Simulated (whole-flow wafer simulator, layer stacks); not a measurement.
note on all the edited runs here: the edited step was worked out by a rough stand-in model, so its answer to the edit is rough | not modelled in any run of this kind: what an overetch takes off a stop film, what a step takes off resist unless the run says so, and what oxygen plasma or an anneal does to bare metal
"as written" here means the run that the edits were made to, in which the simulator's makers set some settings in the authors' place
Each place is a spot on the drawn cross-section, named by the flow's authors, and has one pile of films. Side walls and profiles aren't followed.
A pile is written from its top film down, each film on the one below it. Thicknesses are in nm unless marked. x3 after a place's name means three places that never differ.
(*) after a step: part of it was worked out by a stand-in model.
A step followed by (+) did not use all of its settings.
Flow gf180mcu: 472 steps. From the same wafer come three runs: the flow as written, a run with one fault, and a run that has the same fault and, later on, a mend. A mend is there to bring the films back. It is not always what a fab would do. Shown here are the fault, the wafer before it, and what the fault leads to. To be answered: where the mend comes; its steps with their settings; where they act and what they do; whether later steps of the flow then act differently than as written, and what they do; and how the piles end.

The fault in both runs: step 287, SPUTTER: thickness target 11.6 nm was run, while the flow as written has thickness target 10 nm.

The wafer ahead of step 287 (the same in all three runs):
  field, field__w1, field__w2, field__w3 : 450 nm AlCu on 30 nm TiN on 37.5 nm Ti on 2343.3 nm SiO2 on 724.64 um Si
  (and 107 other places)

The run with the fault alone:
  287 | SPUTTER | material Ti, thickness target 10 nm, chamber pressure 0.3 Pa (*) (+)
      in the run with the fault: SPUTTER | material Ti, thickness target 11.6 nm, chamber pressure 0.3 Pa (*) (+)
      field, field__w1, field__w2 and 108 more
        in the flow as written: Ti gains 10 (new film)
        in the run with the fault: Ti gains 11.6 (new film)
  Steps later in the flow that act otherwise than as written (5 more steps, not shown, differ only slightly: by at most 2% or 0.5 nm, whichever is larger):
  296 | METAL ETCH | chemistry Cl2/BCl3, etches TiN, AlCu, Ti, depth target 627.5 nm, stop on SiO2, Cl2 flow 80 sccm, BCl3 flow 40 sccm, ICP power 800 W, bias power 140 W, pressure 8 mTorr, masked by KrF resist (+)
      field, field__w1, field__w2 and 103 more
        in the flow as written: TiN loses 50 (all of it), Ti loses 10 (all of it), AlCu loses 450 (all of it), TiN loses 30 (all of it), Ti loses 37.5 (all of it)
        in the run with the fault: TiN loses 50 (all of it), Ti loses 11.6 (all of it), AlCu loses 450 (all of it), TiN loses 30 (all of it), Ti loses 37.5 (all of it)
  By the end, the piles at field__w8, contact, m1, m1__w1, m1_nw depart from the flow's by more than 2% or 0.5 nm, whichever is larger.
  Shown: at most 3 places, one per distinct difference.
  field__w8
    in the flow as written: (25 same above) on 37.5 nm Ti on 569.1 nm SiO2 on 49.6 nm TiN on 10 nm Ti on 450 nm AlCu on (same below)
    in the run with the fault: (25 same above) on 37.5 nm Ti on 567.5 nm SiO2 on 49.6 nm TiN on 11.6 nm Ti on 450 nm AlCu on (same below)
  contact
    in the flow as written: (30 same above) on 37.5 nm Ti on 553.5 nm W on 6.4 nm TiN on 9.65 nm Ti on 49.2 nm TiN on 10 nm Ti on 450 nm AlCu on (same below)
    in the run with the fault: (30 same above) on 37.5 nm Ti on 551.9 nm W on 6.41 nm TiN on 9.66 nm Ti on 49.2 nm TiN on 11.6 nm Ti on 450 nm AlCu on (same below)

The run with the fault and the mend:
  The mend stands after step 287.
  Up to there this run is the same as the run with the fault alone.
  287a | METAL ETCH | chemistry Cl2/BCl3, etches TiN, AlCu, Ti, depth target 1.6 nm, Cl2 flow 80 sccm, BCl3 flow 40 sccm, ICP power 800 W, bias power 140 W, pressure 8 mTorr (a further turn of the flow's step 260, with different settings)
      field, field__w1, field__w2 and 108 more
        Ti loses 1.6
  Later steps of the flow that are run all act as written at every place that is followed.
  The piles end the same as the flow's at every place that both follow.
